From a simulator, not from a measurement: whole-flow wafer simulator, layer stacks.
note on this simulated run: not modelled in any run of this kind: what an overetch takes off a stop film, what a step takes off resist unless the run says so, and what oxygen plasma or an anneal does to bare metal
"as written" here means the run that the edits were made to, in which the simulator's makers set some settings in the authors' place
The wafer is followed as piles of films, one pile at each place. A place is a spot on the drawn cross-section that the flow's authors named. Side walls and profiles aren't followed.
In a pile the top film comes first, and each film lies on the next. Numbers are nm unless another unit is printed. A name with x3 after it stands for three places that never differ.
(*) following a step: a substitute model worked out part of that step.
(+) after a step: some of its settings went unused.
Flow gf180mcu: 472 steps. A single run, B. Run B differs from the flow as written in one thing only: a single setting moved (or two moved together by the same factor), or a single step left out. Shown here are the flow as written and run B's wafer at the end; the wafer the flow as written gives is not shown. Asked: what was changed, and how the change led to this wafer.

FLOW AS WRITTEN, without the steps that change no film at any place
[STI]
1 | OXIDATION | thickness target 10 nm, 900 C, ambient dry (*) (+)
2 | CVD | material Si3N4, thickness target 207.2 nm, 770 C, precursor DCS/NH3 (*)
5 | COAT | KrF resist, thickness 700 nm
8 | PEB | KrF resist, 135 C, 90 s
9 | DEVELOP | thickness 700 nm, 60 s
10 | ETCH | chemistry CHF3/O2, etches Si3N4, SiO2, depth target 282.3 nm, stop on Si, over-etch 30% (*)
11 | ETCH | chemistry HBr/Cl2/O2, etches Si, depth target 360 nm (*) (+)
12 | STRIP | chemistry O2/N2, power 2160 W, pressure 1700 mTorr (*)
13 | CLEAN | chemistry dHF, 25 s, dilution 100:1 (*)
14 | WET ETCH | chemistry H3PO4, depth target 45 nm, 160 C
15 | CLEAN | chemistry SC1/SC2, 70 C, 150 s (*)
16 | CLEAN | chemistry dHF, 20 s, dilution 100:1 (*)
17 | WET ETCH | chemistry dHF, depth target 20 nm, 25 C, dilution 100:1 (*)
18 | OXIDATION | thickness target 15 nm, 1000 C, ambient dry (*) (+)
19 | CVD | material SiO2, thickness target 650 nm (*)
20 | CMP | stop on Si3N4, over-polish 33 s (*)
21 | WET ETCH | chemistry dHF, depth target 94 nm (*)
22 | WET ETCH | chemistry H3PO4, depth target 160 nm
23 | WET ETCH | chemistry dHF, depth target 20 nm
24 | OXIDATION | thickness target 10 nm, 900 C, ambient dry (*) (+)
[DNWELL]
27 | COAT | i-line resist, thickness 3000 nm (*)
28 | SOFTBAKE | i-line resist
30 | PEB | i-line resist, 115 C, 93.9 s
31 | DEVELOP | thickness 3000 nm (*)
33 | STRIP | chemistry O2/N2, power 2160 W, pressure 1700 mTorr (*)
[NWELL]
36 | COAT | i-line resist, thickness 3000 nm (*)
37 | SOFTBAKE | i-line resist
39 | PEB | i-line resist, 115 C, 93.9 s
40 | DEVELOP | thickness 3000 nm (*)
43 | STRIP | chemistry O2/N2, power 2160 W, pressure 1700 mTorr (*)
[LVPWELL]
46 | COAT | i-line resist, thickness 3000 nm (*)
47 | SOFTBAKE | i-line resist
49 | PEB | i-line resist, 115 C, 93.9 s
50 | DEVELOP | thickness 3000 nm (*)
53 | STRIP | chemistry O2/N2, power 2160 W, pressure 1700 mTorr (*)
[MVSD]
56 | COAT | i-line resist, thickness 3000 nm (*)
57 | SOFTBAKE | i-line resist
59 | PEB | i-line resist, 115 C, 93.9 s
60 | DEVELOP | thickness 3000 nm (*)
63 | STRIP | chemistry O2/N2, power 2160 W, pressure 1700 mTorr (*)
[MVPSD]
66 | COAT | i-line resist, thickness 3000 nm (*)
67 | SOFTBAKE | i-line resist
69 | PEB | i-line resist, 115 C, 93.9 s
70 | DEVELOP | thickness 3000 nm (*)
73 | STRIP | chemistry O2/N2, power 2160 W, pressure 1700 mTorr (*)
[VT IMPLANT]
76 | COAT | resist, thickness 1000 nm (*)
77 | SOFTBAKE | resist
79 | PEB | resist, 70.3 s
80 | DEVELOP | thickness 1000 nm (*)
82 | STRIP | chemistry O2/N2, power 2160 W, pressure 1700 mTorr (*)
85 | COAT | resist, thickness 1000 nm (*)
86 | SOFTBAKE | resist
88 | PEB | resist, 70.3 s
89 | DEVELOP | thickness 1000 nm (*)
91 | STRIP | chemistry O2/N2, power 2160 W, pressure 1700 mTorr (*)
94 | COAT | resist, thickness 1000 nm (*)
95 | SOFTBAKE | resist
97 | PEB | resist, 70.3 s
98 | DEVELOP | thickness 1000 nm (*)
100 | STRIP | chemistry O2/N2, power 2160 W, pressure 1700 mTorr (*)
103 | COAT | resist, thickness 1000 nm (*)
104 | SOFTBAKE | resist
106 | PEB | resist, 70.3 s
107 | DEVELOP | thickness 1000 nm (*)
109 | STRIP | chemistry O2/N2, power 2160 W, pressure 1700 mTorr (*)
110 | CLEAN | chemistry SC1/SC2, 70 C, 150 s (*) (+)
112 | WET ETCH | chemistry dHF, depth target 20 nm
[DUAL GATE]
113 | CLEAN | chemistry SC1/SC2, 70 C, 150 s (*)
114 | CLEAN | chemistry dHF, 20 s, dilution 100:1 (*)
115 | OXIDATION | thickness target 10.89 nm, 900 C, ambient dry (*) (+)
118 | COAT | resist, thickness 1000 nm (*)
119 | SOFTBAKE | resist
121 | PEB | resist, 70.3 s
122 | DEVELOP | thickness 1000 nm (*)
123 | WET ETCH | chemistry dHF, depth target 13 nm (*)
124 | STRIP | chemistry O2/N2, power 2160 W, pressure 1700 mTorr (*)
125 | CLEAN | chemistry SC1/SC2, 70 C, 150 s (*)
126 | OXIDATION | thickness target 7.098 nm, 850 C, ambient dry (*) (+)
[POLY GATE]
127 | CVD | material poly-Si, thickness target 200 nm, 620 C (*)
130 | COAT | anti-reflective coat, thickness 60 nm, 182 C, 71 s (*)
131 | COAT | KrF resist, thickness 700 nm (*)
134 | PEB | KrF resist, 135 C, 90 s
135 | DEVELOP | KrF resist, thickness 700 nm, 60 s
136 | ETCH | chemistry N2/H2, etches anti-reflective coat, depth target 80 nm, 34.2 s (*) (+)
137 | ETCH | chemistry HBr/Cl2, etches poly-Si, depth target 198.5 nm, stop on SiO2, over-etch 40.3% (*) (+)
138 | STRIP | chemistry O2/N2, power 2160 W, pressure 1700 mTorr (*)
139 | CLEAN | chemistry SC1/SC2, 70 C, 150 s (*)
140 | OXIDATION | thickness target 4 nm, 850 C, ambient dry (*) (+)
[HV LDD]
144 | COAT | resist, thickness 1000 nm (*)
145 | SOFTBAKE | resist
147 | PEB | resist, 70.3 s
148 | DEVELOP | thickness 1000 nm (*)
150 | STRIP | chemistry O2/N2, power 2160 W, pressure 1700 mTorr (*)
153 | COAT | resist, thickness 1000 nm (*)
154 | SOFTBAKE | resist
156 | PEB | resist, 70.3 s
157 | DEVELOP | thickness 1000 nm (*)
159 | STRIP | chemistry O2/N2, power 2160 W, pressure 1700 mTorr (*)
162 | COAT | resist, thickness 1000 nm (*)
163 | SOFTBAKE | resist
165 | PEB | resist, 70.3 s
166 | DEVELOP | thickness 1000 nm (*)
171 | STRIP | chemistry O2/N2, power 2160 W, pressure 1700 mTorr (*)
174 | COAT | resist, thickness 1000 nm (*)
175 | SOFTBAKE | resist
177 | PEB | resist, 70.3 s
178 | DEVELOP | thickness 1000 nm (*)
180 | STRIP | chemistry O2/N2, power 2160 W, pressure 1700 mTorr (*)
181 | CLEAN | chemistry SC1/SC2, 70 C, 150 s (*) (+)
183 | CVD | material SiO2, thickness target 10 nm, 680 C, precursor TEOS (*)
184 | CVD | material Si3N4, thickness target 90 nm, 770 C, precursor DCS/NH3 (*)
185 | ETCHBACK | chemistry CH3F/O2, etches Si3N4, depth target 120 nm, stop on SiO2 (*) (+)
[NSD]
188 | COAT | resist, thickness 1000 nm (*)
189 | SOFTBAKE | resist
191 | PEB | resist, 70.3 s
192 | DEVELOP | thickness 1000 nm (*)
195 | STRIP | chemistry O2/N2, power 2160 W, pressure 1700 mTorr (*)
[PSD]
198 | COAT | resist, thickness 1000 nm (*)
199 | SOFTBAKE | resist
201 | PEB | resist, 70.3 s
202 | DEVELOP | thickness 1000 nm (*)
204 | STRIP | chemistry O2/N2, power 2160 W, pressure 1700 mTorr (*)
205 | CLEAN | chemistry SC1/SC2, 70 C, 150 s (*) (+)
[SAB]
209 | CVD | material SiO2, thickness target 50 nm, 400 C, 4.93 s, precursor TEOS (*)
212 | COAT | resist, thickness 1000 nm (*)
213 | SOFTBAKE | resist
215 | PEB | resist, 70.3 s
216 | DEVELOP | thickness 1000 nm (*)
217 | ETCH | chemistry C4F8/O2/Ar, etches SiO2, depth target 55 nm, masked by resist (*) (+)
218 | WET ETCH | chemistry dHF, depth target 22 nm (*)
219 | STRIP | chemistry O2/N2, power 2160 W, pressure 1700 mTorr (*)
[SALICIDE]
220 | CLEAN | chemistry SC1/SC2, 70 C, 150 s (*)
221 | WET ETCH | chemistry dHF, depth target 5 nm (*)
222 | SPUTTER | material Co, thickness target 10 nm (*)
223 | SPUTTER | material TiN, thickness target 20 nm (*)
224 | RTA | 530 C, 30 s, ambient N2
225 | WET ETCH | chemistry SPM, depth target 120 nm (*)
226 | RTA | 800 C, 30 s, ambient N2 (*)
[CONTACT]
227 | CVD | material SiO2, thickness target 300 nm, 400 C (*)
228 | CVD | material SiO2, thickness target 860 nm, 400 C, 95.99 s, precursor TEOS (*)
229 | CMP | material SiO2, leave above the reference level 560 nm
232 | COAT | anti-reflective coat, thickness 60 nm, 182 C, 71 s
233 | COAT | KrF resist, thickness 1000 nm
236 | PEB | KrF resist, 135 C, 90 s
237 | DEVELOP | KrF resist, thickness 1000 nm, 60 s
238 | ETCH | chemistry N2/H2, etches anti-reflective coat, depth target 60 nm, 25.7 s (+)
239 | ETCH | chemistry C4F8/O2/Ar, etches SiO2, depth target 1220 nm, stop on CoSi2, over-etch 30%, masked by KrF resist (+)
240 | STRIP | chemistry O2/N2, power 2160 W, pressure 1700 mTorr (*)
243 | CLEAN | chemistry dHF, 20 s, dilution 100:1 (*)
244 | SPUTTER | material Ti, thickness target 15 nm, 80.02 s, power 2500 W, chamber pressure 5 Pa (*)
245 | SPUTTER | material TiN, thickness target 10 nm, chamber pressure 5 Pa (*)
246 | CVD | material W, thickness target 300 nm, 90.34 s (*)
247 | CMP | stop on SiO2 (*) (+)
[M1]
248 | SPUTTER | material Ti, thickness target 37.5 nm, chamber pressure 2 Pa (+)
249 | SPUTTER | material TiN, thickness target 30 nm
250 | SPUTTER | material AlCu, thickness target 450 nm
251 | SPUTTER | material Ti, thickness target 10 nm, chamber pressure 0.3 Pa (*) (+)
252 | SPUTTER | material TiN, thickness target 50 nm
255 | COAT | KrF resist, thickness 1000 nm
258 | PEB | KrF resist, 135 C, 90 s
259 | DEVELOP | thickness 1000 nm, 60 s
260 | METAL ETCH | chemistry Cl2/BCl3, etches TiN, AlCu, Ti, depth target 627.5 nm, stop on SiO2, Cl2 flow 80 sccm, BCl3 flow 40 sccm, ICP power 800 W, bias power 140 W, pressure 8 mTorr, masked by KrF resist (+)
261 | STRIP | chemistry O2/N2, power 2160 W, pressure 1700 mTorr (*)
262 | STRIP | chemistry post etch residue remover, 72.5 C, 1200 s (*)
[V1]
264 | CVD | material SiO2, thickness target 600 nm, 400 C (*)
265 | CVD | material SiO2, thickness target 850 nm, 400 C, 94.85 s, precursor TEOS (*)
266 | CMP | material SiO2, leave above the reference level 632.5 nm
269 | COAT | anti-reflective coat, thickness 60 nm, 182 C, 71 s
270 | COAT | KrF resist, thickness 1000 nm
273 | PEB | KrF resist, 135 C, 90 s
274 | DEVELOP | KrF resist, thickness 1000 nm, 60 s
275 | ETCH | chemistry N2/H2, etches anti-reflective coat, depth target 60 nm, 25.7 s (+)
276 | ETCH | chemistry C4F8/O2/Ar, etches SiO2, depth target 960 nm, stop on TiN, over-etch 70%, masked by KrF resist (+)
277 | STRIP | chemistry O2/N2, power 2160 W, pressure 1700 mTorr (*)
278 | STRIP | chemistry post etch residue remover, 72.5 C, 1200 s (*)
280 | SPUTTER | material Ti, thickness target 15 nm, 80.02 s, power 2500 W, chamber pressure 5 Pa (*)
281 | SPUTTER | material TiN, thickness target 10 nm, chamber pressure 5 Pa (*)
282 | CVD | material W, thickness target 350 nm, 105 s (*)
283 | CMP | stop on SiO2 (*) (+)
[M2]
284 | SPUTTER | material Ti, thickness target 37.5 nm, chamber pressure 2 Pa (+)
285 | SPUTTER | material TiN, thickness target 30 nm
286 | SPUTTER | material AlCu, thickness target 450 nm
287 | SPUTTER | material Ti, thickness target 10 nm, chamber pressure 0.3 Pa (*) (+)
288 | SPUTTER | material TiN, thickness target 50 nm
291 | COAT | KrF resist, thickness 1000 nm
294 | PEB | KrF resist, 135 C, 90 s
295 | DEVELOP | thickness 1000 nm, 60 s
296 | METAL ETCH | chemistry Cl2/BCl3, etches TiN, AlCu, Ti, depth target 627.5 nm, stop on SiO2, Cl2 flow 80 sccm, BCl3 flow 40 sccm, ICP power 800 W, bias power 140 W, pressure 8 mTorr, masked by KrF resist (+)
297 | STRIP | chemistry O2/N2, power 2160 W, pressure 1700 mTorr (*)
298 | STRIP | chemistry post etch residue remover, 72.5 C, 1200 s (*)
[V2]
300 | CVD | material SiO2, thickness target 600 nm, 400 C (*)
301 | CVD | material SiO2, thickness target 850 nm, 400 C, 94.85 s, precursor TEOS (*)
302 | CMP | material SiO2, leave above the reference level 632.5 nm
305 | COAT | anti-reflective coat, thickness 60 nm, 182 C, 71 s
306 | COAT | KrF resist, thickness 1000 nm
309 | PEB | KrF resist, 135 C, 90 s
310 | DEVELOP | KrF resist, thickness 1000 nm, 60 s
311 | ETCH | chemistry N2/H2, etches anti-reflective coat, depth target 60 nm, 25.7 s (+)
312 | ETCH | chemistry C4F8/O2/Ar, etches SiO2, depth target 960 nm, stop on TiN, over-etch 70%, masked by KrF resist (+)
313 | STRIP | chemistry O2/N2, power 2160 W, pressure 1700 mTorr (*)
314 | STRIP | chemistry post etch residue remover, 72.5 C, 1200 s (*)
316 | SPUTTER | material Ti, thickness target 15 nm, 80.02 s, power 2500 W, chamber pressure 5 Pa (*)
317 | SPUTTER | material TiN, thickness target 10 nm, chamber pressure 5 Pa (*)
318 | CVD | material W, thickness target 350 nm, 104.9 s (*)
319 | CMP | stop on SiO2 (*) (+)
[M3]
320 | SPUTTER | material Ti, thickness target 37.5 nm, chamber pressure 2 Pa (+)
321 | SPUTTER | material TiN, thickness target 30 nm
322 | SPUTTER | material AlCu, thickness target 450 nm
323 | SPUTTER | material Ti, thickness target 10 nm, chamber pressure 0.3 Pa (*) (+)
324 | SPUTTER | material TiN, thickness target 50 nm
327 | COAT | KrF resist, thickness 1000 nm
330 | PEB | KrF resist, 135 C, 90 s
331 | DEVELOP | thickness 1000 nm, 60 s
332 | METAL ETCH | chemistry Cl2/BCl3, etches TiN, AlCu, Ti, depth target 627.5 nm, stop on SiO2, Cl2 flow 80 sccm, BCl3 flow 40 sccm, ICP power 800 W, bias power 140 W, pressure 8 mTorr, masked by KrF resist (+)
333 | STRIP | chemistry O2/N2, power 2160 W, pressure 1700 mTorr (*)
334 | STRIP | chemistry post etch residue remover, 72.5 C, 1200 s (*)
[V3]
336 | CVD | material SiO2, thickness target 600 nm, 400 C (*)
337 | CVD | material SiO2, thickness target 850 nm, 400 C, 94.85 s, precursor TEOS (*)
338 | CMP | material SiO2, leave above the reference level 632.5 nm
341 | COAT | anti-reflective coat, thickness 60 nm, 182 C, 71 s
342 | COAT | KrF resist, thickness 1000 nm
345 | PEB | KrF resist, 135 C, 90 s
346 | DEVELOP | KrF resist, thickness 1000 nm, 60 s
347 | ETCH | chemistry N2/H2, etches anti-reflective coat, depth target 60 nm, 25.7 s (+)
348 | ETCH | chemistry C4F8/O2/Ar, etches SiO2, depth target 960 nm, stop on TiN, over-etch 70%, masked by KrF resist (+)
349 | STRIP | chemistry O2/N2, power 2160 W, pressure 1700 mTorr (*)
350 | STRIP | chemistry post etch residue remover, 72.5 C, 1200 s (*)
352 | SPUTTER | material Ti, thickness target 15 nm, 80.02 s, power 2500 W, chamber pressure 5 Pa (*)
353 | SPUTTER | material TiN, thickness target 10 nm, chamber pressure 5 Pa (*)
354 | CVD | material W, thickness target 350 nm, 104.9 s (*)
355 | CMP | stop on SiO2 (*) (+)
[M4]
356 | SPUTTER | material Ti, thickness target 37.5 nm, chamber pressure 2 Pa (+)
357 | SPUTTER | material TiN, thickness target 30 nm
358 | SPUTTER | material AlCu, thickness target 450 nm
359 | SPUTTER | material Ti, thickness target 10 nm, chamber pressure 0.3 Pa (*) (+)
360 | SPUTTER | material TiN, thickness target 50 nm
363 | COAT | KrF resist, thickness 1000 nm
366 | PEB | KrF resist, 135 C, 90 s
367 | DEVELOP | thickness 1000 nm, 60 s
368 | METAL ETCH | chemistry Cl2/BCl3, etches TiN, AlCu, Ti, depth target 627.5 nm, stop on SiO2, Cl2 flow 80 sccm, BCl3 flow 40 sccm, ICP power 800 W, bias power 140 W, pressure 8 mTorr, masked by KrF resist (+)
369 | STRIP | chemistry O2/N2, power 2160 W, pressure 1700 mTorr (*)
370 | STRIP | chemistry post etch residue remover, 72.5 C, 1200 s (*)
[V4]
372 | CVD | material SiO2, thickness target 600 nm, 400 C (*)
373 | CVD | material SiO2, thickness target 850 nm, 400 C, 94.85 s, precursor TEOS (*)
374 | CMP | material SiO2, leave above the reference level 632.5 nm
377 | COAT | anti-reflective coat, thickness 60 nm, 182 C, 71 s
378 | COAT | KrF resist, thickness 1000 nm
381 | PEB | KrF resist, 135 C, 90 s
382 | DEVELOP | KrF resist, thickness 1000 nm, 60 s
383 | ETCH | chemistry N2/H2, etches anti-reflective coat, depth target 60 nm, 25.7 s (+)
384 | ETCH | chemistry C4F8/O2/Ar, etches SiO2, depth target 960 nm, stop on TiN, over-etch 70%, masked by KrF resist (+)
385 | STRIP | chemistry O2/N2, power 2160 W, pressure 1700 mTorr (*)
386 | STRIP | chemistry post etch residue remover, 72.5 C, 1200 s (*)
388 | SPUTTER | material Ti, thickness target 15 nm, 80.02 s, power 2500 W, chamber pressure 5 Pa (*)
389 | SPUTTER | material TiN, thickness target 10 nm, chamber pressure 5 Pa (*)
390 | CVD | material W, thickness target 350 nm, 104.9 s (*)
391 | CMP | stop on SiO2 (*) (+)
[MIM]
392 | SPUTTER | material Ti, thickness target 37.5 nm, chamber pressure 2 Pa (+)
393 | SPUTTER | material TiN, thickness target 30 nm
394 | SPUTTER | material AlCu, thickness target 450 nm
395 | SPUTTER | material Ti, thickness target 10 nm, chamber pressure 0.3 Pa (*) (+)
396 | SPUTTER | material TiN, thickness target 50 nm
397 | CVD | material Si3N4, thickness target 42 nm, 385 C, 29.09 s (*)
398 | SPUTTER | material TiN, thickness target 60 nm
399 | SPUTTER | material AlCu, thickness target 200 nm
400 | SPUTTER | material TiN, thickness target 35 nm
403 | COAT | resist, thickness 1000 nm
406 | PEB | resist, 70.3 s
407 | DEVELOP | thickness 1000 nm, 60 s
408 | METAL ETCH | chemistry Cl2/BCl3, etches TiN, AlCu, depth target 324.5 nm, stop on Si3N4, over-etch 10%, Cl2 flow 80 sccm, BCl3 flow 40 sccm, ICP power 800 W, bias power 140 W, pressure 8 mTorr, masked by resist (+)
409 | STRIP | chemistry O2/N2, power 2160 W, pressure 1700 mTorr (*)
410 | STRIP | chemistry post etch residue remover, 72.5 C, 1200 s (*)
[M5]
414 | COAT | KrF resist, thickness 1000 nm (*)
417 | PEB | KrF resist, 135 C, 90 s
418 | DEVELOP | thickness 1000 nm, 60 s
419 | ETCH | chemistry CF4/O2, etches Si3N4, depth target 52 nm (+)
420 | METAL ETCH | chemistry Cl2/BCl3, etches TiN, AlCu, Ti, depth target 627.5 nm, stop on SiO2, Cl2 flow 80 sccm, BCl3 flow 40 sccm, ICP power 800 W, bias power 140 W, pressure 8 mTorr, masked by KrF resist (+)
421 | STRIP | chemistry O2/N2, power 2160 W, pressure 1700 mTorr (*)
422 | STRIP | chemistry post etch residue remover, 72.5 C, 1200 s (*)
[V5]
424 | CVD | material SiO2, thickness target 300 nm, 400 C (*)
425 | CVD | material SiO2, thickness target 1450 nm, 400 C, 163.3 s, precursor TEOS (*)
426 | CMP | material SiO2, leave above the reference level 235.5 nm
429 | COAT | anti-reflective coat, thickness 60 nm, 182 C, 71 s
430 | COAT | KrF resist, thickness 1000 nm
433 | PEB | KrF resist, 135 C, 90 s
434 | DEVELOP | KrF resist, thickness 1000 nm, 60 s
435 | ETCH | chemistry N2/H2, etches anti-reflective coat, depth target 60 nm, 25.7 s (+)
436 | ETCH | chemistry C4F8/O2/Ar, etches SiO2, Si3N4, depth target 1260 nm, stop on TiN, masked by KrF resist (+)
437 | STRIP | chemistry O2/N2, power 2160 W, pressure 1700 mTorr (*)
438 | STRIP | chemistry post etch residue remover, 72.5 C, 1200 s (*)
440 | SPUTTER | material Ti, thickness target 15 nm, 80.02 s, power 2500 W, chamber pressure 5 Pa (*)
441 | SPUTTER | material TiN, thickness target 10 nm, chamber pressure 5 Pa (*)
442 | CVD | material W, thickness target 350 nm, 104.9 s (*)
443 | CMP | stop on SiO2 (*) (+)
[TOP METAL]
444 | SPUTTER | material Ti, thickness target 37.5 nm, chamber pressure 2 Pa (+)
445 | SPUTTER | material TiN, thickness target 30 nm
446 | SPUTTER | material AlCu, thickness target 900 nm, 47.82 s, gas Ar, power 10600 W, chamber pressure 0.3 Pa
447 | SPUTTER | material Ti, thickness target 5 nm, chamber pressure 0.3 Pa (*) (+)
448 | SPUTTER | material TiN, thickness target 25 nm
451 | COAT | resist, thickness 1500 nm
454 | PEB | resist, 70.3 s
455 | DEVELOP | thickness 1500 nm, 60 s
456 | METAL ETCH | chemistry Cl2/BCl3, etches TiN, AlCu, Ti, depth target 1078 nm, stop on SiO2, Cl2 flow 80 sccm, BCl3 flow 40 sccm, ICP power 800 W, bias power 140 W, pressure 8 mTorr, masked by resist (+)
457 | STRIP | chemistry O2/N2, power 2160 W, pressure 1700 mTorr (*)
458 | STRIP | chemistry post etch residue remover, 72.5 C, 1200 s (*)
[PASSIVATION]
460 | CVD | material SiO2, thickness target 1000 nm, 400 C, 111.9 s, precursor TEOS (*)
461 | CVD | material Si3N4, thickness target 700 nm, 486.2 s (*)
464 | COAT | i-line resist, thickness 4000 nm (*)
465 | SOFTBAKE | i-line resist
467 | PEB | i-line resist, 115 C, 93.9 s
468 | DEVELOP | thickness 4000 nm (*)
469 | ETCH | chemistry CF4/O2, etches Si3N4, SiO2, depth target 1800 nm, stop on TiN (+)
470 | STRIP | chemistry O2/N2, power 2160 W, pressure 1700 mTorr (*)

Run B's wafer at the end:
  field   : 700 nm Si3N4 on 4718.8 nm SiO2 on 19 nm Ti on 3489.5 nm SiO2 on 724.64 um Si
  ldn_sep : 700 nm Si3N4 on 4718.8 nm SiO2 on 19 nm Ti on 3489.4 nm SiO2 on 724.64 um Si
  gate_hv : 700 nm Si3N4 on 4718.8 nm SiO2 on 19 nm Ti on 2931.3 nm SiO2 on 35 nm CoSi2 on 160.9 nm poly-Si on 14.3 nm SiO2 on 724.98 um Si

What caused this: step 332, METAL ETCH: depth target 558.5 nm was run, though the flow has depth target 627.5 nm.

How this came from the change, step by step:
  332 | METAL ETCH | chemistry Cl2/BCl3, etches TiN, AlCu, Ti, depth target 627.5 nm, stop on SiO2, Cl2 flow 80 sccm, BCl3 flow 40 sccm, ICP power 800 W, bias power 140 W, pressure 8 mTorr, masked by KrF resist (+)
      field, field__w1, field__w2 and 103 more: TiN loses 50 (all of it), Ti loses 10 (all of it), AlCu loses 450 (all of it), TiN loses 30 (all of it), Ti loses 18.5 (as written it would have been: TiN loses 50 (all of it), Ti loses 10 (all of it), AlCu loses 450 (all of it), TiN loses 30 (all of it), Ti loses 37.5 (all of it))
      field__w8, contact, m1, m1__w1, m1_nw: KrF resist loses 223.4 (as written it would have been: KrF resist loses 251)
  333 | STRIP | chemistry O2/N2, power 2160 W, pressure 1700 mTorr (*)
      field__w8, contact, m1, m1__w1, m1_nw: KrF resist loses 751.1 (all of it) (as written it would have been: KrF resist loses 723.5 (all of it))
  336 | CVD | material SiO2, thickness target 600 nm, 400 C (*)
      field, field__w1, field__w2 and 103 more: SiO2 gains 600 (new film) (as written it would have been: SiO2 gains 600)
  338 | CMP | material SiO2, leave above the reference level 632.5 nm
      field, field__w1, field__w2 and 103 more: SiO2 loses 319 (as written it would have been: SiO2 loses 300)
If metal films that touch count as one body, field has 1 body; the flow as written gives 0 bodies.
If metal films that touch count as one body, ldn_sep has 1 body; the flow as written gives 0 bodies.
If metal films that touch count as one body, gate_hv has 2 bodies (between them, from the top down: SiO2 2931.3); the flow as written gives 1 body.
